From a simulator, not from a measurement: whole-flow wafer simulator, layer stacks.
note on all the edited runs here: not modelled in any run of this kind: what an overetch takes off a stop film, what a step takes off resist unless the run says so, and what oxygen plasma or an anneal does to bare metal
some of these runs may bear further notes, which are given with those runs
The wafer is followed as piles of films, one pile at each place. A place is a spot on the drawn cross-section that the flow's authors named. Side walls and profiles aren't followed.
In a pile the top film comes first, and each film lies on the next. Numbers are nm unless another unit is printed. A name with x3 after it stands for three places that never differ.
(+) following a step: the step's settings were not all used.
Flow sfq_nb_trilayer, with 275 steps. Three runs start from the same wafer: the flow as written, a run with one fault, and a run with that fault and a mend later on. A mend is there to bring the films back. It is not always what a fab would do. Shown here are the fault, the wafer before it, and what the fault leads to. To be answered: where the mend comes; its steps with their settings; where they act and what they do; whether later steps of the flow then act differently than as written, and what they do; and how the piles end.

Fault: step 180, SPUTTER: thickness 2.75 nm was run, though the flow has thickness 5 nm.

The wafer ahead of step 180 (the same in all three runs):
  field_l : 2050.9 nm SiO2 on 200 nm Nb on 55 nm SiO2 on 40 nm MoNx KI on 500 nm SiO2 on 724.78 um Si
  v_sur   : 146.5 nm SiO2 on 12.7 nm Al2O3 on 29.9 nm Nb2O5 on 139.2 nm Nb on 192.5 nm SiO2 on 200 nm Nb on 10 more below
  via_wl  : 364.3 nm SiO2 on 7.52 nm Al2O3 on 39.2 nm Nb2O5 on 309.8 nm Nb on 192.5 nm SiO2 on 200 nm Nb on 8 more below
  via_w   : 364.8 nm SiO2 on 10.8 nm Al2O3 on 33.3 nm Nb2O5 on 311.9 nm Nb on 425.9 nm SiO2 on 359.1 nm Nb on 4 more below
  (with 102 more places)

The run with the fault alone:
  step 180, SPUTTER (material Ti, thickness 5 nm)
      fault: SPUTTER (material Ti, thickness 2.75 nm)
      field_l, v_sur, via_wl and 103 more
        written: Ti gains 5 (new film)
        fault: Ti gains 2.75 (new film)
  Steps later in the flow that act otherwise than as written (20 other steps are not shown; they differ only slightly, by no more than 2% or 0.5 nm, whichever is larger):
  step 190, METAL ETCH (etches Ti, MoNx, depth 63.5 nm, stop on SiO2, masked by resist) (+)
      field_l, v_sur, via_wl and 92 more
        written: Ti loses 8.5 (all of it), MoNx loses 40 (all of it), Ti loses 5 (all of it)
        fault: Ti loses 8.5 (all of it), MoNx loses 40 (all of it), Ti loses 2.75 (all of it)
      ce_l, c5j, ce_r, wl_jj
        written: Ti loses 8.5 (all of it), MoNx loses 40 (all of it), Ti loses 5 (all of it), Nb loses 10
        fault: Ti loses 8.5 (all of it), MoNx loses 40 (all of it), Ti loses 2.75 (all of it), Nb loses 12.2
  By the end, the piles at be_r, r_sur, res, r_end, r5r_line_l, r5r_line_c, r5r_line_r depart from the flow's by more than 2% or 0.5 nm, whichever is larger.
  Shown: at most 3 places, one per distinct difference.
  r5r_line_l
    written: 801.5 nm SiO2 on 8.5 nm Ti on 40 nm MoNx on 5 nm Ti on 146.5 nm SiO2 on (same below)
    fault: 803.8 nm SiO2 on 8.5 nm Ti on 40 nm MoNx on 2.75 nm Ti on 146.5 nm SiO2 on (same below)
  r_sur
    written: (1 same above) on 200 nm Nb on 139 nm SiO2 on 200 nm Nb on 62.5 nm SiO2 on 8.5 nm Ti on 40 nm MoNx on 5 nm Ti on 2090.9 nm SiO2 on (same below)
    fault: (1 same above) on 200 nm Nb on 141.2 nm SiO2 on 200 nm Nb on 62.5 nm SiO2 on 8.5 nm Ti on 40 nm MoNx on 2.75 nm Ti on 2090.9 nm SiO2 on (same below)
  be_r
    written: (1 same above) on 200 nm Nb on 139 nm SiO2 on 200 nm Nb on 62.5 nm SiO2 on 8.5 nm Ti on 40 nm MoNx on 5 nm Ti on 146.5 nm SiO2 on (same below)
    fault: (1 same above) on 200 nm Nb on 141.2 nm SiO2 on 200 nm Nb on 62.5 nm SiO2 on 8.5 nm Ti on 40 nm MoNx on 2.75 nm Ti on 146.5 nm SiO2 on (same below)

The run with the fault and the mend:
  The mend stands after step 180.
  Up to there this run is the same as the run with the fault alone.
  step 180a, SPUTTER (material Ti, thickness 2.25 nm) (the flow's step 180 again, with other settings)
      field_l, v_sur, via_wl and 103 more
        Ti gains 2.25
  None of the later steps of the flow acts differently than as written at any place that is followed.
  The piles end the same as the flow's at every place that both follow.
